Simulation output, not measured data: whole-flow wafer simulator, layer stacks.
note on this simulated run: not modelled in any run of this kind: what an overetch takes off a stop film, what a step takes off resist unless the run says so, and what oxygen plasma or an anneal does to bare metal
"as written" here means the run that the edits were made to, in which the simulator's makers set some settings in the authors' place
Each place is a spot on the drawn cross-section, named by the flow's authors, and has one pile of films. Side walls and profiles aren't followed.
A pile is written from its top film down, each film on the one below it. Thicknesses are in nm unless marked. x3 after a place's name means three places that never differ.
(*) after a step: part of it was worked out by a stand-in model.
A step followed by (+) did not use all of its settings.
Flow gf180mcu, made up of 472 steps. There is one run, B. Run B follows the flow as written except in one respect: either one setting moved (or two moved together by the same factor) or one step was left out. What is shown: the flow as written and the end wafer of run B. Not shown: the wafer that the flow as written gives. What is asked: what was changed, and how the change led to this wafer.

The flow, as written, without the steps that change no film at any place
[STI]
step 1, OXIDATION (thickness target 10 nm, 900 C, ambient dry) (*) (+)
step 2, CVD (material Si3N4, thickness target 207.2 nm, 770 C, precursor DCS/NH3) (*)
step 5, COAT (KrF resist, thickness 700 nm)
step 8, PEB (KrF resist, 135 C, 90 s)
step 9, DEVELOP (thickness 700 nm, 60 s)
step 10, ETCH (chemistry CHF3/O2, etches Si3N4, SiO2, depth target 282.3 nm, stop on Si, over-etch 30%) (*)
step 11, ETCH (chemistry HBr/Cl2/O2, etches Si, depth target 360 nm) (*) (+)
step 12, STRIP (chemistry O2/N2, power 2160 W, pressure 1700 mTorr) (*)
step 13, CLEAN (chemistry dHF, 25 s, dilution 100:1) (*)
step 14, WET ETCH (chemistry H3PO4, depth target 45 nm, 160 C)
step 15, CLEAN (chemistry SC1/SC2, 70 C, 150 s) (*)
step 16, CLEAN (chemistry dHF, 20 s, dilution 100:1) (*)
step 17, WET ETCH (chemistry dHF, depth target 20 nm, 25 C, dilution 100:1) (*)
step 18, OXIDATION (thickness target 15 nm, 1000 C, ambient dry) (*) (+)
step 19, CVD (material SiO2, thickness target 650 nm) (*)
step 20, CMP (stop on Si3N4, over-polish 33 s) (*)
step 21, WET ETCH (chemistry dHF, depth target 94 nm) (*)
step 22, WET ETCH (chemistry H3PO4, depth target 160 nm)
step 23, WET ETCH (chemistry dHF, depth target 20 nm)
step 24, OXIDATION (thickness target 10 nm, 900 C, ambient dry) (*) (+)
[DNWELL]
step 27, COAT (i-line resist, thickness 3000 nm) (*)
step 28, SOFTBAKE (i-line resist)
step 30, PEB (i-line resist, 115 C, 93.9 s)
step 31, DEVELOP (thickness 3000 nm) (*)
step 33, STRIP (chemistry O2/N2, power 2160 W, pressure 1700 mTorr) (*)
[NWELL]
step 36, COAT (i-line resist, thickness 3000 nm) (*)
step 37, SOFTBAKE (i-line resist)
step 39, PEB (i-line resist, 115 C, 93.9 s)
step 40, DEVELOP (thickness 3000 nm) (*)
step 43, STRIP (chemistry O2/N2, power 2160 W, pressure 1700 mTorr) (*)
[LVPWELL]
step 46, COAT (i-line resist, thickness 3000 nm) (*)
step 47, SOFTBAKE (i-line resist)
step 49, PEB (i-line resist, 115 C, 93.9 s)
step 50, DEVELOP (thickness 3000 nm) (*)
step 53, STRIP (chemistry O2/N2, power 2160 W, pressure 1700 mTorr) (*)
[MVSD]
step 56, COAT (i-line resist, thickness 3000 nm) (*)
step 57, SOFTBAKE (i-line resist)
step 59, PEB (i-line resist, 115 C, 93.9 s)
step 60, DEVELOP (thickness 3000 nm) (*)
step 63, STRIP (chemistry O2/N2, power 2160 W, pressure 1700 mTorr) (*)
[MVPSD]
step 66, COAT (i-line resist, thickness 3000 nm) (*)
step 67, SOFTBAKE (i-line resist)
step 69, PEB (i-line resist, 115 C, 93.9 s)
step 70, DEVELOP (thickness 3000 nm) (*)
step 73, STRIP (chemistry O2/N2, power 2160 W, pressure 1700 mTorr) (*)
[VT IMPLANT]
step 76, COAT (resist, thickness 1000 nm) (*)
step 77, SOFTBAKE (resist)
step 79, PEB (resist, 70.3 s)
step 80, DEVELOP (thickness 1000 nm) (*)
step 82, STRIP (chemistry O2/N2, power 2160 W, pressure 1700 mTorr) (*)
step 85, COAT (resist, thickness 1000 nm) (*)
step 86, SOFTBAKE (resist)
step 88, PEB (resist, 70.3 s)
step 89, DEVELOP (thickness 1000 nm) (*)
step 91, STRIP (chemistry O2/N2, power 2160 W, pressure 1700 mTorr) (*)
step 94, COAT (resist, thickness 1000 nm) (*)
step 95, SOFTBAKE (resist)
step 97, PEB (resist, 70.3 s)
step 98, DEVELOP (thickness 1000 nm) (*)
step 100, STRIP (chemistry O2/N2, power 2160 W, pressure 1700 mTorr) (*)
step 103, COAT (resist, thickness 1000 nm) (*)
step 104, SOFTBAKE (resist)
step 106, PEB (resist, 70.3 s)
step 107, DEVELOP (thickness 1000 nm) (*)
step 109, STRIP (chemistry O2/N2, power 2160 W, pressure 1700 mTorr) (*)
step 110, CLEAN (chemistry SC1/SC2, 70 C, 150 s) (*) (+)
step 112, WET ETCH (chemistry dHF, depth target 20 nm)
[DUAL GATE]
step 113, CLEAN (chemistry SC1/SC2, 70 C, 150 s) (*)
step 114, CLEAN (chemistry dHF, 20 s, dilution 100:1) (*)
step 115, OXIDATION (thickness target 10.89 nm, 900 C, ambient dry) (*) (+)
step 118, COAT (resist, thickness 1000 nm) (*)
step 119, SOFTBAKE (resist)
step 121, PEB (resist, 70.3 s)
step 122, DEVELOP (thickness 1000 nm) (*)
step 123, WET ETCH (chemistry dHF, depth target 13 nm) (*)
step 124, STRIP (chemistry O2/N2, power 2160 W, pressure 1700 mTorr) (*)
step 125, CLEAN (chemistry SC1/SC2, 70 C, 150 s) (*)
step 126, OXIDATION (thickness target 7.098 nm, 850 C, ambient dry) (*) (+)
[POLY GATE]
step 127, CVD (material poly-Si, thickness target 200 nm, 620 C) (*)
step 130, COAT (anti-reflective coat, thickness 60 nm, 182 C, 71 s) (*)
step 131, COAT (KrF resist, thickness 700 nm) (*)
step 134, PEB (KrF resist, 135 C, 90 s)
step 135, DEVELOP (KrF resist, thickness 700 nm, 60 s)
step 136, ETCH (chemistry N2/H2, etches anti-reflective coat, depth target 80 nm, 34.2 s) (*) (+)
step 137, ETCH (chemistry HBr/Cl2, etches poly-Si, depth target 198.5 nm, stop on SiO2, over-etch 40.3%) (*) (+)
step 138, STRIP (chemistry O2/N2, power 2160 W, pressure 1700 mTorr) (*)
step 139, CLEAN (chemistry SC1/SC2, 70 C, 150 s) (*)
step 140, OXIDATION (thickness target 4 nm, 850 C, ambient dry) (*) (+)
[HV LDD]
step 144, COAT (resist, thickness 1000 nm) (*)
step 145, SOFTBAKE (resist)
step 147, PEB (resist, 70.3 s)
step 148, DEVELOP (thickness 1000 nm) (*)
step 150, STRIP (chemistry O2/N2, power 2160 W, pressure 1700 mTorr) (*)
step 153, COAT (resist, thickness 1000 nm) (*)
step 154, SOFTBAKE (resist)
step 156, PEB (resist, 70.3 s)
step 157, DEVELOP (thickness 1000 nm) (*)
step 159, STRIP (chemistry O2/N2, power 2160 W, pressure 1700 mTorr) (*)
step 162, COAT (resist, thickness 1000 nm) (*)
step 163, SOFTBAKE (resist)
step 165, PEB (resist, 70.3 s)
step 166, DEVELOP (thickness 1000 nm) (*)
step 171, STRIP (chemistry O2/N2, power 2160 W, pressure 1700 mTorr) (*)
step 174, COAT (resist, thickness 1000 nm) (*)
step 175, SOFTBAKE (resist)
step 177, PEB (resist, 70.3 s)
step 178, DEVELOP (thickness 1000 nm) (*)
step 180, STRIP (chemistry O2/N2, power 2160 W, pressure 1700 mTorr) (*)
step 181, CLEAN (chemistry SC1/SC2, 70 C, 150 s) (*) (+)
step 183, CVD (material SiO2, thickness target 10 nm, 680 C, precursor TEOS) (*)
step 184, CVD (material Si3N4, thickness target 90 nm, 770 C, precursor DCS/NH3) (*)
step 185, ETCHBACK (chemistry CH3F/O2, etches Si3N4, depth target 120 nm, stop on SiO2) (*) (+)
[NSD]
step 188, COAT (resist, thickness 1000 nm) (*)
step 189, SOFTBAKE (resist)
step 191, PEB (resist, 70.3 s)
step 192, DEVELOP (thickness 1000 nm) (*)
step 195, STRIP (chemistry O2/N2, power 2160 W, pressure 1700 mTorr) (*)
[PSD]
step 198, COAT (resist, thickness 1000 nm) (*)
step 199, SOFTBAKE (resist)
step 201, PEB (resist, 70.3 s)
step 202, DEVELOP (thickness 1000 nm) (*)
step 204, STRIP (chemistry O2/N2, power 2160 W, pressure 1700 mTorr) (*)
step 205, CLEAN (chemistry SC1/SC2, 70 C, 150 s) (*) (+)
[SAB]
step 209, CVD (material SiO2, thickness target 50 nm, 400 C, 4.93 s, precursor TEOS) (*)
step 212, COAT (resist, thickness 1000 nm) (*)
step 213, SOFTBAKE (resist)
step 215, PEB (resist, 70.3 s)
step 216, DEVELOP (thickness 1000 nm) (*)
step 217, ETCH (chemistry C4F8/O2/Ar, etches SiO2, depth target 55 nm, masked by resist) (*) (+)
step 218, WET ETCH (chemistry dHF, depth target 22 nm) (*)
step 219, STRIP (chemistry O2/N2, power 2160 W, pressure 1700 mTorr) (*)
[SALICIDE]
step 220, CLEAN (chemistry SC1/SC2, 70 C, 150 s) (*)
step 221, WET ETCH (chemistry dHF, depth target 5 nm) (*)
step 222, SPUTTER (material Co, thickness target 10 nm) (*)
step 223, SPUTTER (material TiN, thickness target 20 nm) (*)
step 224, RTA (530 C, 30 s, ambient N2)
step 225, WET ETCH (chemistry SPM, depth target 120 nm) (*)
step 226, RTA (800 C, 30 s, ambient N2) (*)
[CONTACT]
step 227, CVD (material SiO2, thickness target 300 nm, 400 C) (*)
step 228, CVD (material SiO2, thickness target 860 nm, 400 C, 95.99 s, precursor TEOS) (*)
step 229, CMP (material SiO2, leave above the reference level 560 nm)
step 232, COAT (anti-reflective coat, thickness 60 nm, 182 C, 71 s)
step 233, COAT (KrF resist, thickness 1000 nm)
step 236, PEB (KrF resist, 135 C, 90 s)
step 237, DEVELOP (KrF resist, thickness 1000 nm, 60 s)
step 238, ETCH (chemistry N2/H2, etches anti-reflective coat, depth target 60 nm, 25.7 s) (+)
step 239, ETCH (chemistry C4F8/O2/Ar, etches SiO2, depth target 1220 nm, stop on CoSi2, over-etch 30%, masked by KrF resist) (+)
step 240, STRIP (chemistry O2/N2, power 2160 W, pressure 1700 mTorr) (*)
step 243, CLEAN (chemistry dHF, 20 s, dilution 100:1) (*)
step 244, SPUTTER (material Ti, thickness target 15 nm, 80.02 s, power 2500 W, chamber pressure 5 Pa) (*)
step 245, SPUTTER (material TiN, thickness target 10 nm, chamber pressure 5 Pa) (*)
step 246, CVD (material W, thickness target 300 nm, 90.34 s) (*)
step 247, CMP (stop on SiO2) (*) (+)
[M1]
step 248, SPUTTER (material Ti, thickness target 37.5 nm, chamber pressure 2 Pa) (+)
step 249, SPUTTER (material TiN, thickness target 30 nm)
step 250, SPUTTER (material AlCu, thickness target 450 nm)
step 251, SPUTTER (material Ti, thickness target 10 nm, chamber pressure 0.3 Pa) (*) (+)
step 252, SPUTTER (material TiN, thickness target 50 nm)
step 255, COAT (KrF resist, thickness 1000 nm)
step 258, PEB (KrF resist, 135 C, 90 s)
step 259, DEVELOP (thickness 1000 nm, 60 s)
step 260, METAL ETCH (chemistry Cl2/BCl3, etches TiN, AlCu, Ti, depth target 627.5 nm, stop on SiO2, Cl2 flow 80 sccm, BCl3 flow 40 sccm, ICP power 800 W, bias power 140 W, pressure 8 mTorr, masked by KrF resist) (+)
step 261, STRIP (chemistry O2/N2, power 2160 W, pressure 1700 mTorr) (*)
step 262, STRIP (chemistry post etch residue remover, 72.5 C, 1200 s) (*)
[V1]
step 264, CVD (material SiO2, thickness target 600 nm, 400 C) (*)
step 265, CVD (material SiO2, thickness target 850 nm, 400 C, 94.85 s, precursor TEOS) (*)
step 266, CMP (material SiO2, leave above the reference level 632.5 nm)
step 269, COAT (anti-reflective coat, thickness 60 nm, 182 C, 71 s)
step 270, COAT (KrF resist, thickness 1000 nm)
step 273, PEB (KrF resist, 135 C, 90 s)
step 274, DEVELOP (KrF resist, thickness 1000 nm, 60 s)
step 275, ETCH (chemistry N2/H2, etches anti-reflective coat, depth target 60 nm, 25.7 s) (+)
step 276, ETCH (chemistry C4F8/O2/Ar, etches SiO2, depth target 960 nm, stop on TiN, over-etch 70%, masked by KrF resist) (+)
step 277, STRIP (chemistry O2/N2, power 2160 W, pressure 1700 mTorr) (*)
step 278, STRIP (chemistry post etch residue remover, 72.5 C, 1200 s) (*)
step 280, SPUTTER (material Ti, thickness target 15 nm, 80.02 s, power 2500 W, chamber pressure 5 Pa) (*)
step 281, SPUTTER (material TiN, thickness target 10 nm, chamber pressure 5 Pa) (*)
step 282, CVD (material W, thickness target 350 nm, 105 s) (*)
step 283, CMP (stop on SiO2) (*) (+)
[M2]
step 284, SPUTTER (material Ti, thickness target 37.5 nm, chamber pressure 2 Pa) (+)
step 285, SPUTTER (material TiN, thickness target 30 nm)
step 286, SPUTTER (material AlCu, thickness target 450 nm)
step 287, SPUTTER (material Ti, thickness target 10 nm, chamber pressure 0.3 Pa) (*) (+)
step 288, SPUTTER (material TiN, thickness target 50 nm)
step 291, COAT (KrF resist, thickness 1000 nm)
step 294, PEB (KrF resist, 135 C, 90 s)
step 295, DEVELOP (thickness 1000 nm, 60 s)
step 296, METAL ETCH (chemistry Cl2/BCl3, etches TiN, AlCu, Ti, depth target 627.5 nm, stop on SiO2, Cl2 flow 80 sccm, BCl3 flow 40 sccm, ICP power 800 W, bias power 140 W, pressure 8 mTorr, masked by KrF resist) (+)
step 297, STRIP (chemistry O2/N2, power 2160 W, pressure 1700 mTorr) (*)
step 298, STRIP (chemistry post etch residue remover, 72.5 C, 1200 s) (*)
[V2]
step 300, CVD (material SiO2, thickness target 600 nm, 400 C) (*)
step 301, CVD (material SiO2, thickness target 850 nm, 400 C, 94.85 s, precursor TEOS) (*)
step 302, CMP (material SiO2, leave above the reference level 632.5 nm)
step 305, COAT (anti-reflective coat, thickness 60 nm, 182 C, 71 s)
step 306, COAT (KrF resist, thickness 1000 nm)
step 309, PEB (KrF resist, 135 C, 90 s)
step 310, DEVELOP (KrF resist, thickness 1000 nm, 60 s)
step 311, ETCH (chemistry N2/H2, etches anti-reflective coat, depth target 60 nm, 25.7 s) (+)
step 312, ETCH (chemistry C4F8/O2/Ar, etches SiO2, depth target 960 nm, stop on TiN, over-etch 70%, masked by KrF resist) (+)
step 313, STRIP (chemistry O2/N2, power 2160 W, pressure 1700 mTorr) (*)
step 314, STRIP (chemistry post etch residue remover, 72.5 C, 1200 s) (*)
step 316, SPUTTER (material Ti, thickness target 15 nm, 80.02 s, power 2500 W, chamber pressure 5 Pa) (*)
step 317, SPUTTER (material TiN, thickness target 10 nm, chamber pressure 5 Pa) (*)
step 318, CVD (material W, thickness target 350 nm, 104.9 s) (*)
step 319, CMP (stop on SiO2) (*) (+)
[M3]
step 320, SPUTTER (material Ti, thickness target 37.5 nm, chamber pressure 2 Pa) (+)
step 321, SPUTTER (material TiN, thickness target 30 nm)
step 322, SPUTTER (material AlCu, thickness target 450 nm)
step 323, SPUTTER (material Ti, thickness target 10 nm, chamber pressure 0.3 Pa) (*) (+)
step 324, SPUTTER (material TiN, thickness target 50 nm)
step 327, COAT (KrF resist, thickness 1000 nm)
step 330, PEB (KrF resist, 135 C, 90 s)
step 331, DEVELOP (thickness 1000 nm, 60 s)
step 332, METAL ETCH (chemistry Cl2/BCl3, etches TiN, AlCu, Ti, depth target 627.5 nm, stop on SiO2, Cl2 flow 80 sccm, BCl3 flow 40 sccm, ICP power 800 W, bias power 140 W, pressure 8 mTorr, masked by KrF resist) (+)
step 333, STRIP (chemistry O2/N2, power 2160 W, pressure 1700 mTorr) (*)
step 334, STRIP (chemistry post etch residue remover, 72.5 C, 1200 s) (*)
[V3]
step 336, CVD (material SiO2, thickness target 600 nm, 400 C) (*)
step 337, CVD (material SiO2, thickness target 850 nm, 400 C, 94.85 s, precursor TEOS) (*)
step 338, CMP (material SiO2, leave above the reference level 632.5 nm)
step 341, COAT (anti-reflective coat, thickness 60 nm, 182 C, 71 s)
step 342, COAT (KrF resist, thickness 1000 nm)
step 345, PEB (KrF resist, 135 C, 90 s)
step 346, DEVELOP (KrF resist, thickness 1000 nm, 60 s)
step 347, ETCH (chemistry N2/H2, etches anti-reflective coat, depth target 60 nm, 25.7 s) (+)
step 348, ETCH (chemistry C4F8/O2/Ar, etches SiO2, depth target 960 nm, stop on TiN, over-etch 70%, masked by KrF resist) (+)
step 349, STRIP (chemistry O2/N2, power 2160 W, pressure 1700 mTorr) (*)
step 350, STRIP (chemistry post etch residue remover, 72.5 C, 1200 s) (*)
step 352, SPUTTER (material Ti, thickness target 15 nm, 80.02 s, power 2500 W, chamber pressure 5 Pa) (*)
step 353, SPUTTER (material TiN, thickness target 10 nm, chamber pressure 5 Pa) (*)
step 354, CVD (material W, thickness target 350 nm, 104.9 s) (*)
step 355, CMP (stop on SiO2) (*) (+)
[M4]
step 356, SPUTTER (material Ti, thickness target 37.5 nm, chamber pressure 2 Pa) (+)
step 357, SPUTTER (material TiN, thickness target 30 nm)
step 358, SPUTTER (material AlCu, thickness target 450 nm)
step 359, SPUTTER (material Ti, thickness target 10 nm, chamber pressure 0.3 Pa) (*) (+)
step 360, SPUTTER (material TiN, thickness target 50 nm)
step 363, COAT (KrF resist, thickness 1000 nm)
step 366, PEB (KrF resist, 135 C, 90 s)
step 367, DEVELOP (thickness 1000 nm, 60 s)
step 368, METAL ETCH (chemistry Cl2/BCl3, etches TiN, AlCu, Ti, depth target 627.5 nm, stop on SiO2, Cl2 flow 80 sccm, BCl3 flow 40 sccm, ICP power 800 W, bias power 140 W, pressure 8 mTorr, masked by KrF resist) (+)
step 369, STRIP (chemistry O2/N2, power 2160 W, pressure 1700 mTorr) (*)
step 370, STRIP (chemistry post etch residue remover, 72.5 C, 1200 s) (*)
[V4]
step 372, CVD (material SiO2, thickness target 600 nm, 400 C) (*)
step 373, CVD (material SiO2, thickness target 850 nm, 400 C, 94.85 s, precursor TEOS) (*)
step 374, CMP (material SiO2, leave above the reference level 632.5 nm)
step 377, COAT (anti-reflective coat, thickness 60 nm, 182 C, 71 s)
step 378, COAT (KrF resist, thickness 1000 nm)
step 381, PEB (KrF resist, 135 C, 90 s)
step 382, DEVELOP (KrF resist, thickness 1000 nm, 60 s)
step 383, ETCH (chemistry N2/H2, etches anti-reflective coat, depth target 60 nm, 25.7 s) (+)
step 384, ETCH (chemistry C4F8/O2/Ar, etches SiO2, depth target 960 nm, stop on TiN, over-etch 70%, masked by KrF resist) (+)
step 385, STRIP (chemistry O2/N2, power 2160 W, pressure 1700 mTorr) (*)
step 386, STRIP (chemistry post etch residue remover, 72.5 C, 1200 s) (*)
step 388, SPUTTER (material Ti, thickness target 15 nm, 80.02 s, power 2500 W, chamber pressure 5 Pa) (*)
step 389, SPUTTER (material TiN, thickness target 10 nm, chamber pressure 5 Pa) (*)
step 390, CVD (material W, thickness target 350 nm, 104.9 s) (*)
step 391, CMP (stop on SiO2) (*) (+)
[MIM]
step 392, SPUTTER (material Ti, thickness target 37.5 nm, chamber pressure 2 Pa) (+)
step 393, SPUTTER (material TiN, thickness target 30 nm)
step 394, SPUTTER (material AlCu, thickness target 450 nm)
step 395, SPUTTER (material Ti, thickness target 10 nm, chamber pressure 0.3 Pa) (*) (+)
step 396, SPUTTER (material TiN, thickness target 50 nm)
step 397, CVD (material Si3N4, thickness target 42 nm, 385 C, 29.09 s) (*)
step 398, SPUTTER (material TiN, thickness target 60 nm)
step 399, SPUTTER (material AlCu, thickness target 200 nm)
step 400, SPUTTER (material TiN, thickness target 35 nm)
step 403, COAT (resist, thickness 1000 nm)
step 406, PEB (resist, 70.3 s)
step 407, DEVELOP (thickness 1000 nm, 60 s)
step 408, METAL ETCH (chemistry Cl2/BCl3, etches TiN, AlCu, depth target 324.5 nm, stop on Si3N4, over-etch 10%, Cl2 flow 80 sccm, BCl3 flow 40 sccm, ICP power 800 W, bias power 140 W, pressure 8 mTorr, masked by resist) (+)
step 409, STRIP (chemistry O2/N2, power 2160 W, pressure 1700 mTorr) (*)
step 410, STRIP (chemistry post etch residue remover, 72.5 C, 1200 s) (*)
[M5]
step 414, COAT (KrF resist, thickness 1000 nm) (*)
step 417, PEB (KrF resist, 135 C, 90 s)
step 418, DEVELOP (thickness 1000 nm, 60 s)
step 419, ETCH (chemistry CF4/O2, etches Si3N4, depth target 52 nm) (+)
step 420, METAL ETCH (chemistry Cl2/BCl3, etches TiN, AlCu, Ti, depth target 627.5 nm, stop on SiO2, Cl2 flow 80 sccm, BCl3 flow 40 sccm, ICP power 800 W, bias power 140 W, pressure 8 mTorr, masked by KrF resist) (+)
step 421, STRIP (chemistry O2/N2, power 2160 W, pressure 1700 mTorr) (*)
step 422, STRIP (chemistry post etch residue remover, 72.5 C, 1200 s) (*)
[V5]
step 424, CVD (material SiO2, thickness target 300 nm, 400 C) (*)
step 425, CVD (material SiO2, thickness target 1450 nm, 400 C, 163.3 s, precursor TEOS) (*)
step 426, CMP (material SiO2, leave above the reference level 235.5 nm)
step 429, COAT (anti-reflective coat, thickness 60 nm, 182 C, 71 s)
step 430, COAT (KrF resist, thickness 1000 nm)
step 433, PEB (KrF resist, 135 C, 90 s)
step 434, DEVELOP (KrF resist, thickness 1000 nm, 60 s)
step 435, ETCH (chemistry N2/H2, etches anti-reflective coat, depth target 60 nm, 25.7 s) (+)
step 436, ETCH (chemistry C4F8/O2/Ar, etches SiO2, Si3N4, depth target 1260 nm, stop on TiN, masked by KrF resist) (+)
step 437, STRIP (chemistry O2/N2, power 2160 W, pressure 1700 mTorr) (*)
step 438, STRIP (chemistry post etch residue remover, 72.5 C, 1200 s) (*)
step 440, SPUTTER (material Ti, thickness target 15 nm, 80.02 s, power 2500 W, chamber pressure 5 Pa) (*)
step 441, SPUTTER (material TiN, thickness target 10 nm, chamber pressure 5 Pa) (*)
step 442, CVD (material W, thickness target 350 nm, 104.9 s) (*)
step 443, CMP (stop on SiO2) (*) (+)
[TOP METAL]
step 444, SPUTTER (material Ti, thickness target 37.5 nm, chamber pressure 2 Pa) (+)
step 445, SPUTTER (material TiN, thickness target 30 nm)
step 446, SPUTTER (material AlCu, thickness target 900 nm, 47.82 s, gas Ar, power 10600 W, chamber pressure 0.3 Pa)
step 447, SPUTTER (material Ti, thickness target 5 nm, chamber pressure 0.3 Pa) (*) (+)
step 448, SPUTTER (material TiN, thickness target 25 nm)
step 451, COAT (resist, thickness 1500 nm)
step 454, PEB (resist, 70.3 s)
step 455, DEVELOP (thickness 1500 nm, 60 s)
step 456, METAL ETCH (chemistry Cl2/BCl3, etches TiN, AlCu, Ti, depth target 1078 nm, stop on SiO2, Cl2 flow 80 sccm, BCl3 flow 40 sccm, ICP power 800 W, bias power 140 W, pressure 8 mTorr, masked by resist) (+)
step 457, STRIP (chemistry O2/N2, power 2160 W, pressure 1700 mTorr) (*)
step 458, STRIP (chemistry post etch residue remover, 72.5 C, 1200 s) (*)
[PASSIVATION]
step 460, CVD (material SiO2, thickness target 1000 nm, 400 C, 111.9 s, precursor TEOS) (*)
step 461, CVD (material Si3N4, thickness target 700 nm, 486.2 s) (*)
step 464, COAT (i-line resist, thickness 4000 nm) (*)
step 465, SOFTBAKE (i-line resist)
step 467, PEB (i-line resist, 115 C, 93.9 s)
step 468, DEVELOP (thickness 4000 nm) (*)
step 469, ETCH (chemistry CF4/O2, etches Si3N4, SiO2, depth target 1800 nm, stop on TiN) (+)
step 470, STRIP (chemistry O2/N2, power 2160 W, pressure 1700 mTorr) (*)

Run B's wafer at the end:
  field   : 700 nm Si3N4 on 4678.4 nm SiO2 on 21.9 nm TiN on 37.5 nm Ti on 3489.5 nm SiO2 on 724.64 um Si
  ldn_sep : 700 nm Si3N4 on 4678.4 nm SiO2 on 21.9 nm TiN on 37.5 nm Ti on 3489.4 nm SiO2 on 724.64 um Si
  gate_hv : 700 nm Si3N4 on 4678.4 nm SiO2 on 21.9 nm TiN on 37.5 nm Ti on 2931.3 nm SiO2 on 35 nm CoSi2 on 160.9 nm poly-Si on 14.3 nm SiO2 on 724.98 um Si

Cause: step 332, METAL ETCH: depth target 517.7 nm was run, though the flow has depth target 627.5 nm.

How this came from the change, step by step:
  step 332, METAL ETCH (chemistry Cl2/BCl3, etches TiN, AlCu, Ti, depth target 627.5 nm, stop on SiO2, Cl2 flow 80 sccm, BCl3 flow 40 sccm, ICP power 800 W, bias power 140 W, pressure 8 mTorr, masked by KrF resist) (+)
      field, field__w1, field__w2 and 103 more: -50 TiN (all of it), -10 Ti (all of it), -450 AlCu (all of it), -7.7 TiN (in the flow as written it would be: -50 TiN (all of it), -10 Ti (all of it), -450 AlCu (all of it), -30 TiN (all of it), -37.5 Ti (all of it))
      field__w8, contact, m1, m1__w1, m1_nw: -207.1 KrF resist (in the flow as written it would be: -251 KrF resist)
  step 333, STRIP (chemistry O2/N2, power 2160 W, pressure 1700 mTorr) (*)
      field__w8, contact, m1, m1__w1, m1_nw: -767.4 KrF resist (all of it) (in the flow as written it would be: -723.5 KrF resist (all of it))
  step 336, CVD (material SiO2, thickness target 600 nm, 400 C) (*)
      field, field__w1, field__w2 and 103 more: +600 SiO2 (new film) (in the flow as written it would be: +600 SiO2)
  step 338, CMP (material SiO2, leave above the reference level 632.5 nm)
      field, field__w1, field__w2 and 103 more: -359.4 SiO2 (in the flow as written it would be: -300 SiO2)
With metal films that touch counted as one body, field has 1 body; the flow as written gives 0 bodies.
With metal films that touch counted as one body, ldn_sep has 1 body; the flow as written gives 0 bodies.
With metal films that touch counted as one body, gate_hv has 2 bodies (between them, from the top down: SiO2 2931.3); the flow as written gives 1 body.
